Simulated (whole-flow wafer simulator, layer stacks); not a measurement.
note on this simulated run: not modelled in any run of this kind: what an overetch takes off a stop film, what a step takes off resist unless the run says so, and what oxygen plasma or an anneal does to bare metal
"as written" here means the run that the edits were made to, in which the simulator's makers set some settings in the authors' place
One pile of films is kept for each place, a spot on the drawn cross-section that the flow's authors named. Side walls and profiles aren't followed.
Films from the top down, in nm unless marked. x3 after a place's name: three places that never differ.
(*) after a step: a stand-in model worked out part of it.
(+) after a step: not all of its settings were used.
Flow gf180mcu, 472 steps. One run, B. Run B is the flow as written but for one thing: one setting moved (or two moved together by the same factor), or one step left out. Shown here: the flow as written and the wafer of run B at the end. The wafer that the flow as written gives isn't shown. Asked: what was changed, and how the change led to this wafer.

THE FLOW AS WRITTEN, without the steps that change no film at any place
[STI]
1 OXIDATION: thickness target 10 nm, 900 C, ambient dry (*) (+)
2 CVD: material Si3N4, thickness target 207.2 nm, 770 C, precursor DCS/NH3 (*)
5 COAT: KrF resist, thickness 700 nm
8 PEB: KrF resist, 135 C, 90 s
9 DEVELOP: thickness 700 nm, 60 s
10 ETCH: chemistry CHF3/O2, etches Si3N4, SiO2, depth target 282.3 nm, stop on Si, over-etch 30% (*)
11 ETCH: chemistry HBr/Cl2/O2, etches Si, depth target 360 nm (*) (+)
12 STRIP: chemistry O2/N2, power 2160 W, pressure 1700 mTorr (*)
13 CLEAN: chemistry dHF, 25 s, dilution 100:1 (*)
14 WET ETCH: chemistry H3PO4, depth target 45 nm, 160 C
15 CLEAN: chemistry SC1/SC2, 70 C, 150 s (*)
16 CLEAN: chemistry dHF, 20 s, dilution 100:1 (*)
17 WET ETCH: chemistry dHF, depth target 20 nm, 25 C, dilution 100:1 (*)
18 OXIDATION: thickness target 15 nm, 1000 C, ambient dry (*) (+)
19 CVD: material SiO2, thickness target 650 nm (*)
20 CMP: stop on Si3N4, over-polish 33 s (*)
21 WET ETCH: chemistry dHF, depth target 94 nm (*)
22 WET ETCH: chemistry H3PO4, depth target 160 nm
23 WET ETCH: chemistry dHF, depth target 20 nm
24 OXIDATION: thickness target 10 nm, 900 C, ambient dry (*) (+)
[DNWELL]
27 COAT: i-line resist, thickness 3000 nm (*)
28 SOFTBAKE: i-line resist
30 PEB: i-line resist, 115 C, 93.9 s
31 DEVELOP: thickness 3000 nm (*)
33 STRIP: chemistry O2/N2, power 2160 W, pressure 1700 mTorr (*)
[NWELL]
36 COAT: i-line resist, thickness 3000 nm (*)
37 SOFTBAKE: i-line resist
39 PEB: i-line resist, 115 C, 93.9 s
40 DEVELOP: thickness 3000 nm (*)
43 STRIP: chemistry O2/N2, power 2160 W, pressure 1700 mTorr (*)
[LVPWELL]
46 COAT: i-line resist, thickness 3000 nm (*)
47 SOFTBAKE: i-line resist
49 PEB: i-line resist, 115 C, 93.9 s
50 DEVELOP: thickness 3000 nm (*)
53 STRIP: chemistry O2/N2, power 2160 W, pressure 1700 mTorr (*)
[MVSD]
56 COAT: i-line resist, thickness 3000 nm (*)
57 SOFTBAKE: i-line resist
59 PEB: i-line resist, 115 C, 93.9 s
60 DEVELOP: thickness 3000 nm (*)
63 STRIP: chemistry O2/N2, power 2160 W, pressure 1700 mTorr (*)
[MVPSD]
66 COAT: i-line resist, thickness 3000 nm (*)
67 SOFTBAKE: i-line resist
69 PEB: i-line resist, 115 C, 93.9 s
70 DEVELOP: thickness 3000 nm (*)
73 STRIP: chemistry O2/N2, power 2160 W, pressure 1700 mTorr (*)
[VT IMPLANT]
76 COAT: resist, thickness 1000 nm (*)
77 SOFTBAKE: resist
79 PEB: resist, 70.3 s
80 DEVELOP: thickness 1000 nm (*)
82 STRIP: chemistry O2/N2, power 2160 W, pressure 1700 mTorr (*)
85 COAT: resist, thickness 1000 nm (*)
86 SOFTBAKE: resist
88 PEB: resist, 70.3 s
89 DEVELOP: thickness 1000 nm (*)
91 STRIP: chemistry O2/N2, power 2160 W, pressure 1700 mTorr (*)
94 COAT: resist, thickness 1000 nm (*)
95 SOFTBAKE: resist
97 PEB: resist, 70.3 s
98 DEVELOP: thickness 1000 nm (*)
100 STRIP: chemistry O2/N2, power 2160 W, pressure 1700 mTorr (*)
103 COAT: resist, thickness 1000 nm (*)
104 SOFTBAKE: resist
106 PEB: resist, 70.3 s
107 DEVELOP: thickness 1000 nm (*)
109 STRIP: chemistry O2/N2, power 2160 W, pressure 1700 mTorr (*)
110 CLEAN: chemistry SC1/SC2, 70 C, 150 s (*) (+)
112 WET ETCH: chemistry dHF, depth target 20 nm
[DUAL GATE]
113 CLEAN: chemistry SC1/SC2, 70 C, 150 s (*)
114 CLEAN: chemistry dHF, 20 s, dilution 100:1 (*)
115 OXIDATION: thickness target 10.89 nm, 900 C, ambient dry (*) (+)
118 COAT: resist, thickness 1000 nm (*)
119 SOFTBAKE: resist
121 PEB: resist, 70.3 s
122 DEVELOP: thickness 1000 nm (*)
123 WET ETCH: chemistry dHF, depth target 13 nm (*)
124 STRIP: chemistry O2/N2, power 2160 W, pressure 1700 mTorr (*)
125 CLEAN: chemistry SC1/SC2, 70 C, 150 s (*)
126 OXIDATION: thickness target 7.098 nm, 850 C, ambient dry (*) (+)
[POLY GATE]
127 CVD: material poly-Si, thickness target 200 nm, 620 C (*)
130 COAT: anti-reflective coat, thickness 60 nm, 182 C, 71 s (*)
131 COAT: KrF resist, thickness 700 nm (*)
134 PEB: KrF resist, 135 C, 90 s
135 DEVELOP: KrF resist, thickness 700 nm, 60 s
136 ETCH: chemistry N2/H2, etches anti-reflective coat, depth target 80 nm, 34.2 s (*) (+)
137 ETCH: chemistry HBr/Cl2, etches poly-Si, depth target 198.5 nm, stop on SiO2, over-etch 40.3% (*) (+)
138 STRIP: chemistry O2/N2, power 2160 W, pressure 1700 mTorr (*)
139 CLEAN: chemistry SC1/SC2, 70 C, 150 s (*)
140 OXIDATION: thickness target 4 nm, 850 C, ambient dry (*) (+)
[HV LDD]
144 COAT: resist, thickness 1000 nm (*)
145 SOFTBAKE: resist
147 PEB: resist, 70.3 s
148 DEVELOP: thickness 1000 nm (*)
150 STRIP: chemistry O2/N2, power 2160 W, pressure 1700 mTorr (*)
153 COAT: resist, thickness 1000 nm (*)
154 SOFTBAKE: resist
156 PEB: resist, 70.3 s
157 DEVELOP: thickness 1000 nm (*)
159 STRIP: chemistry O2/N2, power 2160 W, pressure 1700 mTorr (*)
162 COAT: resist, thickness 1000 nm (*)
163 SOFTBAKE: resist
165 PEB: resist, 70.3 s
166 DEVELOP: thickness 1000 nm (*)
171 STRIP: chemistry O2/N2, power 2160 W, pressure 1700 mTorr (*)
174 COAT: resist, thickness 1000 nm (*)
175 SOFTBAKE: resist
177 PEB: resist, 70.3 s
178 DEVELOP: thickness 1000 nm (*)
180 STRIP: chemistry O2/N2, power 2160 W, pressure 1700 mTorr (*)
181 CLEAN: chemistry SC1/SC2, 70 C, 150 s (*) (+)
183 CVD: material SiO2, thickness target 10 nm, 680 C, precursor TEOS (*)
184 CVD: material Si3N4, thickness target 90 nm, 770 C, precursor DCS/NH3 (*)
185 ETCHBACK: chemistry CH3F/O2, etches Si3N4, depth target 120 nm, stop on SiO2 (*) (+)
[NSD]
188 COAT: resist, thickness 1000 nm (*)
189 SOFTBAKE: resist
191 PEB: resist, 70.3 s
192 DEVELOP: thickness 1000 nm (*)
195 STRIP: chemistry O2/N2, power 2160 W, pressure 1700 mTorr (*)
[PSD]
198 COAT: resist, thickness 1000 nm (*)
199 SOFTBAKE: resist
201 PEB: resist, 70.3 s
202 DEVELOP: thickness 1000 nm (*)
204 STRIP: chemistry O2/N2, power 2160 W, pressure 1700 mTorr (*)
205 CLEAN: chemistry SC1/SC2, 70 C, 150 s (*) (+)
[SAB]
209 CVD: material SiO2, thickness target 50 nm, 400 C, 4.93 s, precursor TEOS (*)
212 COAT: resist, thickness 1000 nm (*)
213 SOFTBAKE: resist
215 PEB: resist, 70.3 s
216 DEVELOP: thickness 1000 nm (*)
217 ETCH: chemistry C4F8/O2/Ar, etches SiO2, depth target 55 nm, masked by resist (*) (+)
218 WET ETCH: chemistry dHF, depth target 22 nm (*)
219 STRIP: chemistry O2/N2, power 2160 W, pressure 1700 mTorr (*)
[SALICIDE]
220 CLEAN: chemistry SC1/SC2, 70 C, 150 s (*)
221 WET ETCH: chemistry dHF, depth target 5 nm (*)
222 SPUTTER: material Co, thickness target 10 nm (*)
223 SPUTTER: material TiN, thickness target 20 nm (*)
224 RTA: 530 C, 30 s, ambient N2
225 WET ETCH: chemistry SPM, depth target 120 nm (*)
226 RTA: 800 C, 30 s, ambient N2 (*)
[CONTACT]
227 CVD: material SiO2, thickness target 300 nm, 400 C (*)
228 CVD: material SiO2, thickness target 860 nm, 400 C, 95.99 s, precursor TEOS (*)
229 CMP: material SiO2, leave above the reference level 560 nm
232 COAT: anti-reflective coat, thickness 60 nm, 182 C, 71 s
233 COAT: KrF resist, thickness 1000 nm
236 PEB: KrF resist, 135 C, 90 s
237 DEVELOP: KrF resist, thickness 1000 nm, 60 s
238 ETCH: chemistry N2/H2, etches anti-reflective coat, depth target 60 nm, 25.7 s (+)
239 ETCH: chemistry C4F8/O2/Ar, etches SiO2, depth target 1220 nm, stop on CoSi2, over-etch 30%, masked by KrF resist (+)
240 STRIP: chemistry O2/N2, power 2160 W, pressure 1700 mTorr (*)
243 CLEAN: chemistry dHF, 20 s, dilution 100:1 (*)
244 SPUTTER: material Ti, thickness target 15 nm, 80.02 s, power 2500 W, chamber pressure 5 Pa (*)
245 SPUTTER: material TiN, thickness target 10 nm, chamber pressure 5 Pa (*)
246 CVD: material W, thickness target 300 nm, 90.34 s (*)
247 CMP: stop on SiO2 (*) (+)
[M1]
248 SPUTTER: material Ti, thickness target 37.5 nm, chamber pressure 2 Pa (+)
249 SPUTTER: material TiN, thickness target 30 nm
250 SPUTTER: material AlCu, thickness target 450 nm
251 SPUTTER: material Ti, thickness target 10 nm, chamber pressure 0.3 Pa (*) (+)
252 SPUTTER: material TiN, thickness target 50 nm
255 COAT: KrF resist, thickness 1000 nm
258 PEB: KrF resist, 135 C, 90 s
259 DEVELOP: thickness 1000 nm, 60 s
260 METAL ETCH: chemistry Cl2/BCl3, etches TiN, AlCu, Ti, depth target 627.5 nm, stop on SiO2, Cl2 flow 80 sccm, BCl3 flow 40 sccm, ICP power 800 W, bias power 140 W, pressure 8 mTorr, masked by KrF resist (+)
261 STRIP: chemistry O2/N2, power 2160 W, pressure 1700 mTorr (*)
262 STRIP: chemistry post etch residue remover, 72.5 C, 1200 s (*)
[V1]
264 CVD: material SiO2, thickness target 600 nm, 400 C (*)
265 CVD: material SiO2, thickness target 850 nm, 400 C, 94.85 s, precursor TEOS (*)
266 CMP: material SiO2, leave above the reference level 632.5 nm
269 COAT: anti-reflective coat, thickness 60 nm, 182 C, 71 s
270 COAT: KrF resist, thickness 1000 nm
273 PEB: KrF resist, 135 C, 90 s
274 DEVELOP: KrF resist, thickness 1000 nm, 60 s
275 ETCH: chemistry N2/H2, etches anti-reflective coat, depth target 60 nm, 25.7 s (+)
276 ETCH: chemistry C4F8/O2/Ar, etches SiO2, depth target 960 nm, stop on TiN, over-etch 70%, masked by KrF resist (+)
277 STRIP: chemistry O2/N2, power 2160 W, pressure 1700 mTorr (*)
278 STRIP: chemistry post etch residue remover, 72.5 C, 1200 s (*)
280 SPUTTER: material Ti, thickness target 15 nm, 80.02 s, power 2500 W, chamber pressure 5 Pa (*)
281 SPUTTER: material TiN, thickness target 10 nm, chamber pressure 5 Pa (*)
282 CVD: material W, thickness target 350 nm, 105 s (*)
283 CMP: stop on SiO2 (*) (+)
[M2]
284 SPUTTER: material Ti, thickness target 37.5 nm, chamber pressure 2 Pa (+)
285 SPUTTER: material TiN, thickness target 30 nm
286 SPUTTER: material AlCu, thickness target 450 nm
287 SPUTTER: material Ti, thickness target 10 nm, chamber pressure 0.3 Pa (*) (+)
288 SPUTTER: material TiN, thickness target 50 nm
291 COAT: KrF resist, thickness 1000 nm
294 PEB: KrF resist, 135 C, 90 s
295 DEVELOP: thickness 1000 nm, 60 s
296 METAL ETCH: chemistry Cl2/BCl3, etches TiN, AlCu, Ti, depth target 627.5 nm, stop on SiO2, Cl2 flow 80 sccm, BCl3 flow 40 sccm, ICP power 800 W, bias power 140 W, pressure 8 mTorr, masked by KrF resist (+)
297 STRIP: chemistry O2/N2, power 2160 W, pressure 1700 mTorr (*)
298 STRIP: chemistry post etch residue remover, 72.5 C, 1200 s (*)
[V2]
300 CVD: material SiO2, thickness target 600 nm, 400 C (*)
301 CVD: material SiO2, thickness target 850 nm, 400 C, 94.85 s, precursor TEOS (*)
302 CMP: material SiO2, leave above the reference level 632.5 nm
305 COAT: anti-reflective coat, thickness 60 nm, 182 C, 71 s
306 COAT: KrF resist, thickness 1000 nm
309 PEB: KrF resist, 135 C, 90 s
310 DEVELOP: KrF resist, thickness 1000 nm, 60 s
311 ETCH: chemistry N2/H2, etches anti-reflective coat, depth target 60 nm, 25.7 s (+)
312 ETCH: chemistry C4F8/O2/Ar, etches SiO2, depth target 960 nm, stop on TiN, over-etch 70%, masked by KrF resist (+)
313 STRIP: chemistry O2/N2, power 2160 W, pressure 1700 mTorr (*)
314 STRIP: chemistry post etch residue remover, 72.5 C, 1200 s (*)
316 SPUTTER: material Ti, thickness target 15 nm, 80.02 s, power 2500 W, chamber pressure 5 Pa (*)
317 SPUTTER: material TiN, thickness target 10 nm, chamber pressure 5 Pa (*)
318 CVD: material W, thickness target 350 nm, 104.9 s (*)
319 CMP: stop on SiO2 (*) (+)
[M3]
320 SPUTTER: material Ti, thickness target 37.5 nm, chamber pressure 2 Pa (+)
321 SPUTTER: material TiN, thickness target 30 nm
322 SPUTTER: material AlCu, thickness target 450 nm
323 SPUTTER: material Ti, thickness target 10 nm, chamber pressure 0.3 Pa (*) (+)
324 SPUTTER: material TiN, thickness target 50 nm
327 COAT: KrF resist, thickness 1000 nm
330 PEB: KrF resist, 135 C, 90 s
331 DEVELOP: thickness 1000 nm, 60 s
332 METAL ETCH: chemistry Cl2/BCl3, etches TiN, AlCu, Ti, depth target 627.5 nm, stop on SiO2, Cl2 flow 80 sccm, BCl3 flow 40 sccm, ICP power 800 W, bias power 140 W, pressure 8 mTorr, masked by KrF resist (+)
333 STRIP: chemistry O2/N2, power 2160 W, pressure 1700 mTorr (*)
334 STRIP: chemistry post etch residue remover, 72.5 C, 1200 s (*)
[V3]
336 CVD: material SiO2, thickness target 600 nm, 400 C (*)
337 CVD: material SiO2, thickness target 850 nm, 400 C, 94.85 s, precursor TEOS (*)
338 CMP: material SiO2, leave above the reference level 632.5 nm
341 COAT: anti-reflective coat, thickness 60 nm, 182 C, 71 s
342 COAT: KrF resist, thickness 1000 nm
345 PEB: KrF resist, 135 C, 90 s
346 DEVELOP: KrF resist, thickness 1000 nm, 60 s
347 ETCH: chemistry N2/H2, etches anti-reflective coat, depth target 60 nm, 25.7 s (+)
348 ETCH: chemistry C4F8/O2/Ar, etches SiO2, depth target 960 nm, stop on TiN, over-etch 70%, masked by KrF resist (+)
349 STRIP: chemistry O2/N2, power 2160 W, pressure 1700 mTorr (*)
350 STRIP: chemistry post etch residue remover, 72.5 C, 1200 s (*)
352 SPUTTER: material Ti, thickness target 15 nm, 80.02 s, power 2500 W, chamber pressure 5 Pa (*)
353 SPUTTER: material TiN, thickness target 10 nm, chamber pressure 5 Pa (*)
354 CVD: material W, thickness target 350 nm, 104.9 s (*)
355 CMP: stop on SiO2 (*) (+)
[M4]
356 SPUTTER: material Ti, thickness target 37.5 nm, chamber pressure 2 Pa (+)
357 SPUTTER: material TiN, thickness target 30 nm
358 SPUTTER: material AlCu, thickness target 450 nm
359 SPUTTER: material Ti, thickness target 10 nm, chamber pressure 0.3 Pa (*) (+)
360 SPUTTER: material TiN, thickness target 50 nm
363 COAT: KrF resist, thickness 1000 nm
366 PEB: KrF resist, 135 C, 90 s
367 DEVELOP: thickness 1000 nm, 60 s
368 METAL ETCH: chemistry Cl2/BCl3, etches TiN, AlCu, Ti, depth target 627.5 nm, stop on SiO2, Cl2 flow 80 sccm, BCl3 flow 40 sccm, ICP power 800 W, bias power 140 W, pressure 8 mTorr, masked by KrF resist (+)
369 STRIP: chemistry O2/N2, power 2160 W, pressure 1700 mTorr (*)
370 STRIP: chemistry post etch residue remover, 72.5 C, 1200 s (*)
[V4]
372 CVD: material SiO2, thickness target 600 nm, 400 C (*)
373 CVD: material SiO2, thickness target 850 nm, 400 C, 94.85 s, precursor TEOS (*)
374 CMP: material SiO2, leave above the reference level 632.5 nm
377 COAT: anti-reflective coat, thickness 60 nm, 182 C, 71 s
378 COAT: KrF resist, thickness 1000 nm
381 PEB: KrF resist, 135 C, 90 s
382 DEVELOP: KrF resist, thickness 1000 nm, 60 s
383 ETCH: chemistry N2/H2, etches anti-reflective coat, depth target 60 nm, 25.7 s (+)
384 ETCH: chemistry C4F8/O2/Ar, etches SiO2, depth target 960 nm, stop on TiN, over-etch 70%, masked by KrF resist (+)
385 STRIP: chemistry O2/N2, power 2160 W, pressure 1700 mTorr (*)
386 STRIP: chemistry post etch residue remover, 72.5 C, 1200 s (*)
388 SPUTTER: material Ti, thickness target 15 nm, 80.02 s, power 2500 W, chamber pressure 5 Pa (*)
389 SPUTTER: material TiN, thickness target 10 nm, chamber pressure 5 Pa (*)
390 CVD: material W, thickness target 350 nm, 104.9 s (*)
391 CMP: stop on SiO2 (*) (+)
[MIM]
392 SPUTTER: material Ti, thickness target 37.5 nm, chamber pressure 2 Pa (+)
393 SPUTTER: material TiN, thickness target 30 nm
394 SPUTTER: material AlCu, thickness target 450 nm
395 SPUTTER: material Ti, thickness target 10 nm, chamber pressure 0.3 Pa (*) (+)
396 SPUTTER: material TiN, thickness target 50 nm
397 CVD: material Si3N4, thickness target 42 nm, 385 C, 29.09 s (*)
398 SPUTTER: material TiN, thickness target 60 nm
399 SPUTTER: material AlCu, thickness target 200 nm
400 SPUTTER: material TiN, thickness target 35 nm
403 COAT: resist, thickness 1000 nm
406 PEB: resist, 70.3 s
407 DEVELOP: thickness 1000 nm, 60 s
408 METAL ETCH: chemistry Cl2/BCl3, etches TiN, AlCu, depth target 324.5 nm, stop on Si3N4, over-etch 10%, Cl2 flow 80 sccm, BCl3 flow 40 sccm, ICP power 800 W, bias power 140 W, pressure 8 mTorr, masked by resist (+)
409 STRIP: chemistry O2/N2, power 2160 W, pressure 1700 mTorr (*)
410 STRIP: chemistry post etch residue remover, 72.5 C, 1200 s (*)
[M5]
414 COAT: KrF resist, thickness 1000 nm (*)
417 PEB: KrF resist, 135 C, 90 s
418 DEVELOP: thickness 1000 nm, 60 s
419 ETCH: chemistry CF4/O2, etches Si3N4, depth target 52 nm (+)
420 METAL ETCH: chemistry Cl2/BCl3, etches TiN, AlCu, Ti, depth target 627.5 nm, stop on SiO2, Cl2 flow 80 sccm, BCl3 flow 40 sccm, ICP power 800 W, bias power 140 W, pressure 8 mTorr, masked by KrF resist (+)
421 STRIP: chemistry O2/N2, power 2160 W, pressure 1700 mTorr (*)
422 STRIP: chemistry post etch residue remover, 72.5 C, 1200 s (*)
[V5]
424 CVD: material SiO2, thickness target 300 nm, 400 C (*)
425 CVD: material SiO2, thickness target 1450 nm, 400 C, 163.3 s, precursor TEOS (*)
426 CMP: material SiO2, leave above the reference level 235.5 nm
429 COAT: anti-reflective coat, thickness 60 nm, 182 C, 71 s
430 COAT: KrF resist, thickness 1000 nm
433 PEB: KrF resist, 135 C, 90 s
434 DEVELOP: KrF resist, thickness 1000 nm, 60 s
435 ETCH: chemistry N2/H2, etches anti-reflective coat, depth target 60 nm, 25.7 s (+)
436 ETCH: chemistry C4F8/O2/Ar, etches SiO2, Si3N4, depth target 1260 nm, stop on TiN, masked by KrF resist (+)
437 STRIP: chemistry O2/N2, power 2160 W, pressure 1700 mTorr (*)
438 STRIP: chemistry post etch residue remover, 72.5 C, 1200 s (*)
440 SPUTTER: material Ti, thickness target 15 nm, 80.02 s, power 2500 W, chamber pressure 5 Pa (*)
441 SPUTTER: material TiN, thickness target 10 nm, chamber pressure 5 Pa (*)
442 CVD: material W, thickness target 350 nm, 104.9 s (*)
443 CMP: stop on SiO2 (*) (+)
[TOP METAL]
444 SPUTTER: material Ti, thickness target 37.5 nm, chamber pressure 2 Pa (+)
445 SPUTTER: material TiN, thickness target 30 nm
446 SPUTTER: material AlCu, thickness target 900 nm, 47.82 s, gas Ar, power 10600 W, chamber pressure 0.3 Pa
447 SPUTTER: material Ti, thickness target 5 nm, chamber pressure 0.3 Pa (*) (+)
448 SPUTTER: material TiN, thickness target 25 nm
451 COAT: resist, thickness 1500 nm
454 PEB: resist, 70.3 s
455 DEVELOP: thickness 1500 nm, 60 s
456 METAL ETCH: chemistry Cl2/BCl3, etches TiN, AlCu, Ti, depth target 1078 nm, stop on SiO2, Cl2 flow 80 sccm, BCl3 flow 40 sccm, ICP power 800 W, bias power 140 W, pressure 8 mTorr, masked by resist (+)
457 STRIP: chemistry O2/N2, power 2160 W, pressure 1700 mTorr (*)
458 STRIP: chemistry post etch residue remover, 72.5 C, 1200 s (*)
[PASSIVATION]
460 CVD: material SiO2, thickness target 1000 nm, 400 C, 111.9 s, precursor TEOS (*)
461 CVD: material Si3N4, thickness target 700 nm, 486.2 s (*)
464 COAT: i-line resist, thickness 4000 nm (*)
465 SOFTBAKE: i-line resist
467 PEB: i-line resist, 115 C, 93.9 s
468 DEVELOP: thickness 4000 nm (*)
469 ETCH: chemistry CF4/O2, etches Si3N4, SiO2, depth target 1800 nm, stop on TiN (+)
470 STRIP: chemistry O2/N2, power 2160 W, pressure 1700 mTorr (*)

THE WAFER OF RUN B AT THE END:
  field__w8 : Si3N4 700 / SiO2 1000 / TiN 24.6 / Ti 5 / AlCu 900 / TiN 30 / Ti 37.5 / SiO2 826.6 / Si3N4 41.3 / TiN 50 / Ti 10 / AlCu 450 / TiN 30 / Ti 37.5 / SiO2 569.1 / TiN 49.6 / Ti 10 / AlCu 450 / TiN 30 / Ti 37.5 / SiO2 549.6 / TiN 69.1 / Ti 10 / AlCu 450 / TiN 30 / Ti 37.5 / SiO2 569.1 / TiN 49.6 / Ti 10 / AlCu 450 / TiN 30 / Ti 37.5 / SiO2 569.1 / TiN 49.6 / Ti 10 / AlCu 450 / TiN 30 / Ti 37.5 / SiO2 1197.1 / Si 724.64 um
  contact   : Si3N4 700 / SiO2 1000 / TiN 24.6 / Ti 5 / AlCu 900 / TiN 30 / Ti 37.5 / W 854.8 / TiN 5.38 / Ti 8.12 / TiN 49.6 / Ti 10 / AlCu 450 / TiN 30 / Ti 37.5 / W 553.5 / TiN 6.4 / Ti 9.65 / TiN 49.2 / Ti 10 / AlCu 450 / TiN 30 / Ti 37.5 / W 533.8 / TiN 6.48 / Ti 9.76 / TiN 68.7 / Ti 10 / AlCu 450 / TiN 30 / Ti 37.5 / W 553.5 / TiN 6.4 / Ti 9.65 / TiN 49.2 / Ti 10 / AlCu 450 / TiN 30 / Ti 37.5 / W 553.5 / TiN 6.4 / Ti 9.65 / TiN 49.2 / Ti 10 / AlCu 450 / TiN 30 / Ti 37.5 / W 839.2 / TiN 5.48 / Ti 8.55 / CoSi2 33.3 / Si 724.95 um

The cause: step 324, SPUTTER: thickness target 69.5 nm was run, where the flow has thickness target 50 nm.

How the change led to this, step by step:
  324 SPUTTER: material TiN, thickness target 50 nm
      field, field__w1, field__w2 and 108 more: TiN +69.5 (new film) (as written it would be: TiN +50 (new film))
  332 METAL ETCH: chemistry Cl2/BCl3, etches TiN, AlCu, Ti, depth target 627.5 nm, stop on SiO2, Cl2 flow 80 sccm, BCl3 flow 40 sccm, ICP power 800 W, bias power 140 W, pressure 8 mTorr, masked by KrF resist (+)
      field, field__w1, field__w2 and 103 more: TiN -69.5 (all of it), Ti -10 (all of it), AlCu -450 (all of it), TiN -30 (all of it), Ti -37.5 (all of it) (as written it would be: TiN -50 (all of it), Ti -10 (all of it), AlCu -450 (all of it), TiN -30 (all of it), Ti -37.5 (all of it))
  338 CMP: material SiO2, leave above the reference level 632.5 nm
      field__w8, contact, m1, m1__w1, m1_nw: SiO2 -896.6 (as written it would be: SiO2 -877.1)
  348 ETCH: chemistry C4F8/O2/Ar, etches SiO2, depth target 960 nm, stop on TiN, over-etch 70%, masked by KrF resist (+)
      field, field__w1, field__w2 and 107 more: KrF resist -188 (as written it would be: KrF resist -192)
      contact: SiO2 -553 (all of it) (as written it would be: SiO2 -572.5 (all of it))
  354 CVD: material W, thickness target 350 nm, 104.9 s (*)
      contact: W +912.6 (new film) (as written it would be: W +932.3 (new film))
